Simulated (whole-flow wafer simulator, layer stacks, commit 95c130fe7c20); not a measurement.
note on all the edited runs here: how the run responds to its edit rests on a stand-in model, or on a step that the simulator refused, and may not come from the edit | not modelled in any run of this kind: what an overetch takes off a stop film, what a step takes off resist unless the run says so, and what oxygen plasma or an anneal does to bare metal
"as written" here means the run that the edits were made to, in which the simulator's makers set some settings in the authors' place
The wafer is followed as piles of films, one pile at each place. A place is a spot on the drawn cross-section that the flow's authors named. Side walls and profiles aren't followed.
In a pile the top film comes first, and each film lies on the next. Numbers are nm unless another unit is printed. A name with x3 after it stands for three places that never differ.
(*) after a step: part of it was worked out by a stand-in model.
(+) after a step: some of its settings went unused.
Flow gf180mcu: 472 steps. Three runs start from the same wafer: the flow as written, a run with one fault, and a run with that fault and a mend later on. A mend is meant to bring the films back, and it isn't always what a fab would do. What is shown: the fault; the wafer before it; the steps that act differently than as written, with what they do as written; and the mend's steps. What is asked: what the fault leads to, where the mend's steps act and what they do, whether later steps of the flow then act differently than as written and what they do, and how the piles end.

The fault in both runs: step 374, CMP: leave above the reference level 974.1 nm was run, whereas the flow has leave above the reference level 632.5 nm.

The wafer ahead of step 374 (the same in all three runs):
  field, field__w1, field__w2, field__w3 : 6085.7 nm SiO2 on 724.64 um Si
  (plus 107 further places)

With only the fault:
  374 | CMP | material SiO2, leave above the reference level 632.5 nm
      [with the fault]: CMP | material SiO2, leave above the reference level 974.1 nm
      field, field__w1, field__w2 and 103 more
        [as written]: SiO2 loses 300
        [with the fault]: nothing
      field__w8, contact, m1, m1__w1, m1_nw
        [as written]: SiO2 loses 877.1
        [with the fault]: SiO2 loses 535.5
  Steps further on in the flow that do not act as written (not shown: 9 more steps that differ only slightly, by at most 2% or 0.5 nm, whichever is larger):
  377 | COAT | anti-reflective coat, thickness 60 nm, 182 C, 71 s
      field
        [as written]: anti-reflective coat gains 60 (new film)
        [with the fault]: anti-reflective coat gains 76.6 (new film)
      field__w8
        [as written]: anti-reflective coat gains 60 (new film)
        [with the fault]: anti-reflective coat gains 36.6 (new film)
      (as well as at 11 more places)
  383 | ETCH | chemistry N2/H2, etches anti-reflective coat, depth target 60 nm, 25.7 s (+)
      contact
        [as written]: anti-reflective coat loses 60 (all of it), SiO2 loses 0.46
        [with the fault]: anti-reflective coat loses 38.1 (all of it), SiO2 loses 1.02
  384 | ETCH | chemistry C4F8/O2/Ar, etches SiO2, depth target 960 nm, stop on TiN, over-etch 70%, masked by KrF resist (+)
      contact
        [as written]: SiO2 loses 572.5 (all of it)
        [with the fault]: SiO2 loses 913.5 (all of it)
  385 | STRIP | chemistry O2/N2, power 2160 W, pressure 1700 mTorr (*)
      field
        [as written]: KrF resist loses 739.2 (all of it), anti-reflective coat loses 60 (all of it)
        [with the fault]: KrF resist loses 731 (all of it), anti-reflective coat loses 76.6 (all of it)
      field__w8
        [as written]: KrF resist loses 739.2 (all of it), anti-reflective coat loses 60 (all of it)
        [with the fault]: KrF resist loses 735.1 (all of it), anti-reflective coat loses 36.6 (all of it)
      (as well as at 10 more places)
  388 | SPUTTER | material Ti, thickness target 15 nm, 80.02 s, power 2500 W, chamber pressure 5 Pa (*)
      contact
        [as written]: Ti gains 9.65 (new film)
        [with the fault]: Ti gains 8.11 (new film)
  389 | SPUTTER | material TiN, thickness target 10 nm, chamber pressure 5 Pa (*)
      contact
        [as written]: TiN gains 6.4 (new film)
        [with the fault]: TiN gains 5.38 (new film)
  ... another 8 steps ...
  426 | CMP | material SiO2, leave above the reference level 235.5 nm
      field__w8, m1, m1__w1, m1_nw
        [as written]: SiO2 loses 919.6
        [with the fault]: SiO2 loses 959.6
  At field, field__w1, field__w2 and 109 more, the piles at the end differ from the flow's by more than 2% or 0.5 nm, whichever is larger.
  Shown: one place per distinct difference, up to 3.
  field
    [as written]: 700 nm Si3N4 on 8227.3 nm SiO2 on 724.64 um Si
    [with the fault]: 700 nm Si3N4 on 8527.3 nm SiO2 on 724.64 um Si
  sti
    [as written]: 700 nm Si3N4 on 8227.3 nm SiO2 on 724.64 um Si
    [with the fault]: 700 nm Si3N4 on 8527.2 nm SiO2 on 724.64 um Si
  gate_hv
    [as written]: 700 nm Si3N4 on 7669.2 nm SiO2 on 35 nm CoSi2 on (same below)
    [with the fault]: 700 nm Si3N4 on 7969.1 nm SiO2 on 35 nm CoSi2 on (same below)

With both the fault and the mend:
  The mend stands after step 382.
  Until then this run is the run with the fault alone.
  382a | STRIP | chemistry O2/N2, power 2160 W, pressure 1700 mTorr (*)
      iso_ptap_pw, iso_ntap_nw, iso_nw_fld and 33 more
        KrF resist loses 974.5 (all of it), anti-reflective coat loses 60 (all of it)
      field__w6, field_sub, field_sub__w1 and 17 more
        KrF resist loses 974.9 (all of it), anti-reflective coat loses 60.1 (all of it)
      field__w2, field__w3, field__w7 and 10 more
        KrF resist loses 975 (all of it), anti-reflective coat loses 60.1 (all of it)
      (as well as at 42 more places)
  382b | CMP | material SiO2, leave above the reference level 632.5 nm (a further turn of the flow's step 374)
      field, field__w1, field__w2 and 103 more
        SiO2 loses 300
      field__w8, contact, m1, m1__w1, m1_nw
        SiO2 loses 341.6
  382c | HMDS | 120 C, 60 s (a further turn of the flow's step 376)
      alters no film at any place that is followed
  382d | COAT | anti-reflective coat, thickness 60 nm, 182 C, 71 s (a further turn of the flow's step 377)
      field, field__w1, field__w2 and 108 more
        anti-reflective coat gains 60 (new film)
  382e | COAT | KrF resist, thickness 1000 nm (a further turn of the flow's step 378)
      field, field__w1, field__w2 and 108 more
        KrF resist gains 1000 (new film)
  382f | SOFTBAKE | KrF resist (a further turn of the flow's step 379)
      alters no film at any place that is followed
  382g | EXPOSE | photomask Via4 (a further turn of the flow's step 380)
      alters no film at any place that is followed
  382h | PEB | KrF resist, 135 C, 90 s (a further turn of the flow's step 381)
      field, field__w1, field__w2 and 108 more
        KrF resist loses 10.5
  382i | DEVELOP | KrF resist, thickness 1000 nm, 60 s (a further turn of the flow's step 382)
      field, field__w1, field__w2 and 107 more
        KrF resist loses 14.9
      contact
        KrF resist loses 989.5 (all of it)
  None of the later steps of the flow acts differently than as written at any place that is followed.
  The piles end the same as the flow's at every place that both follow.
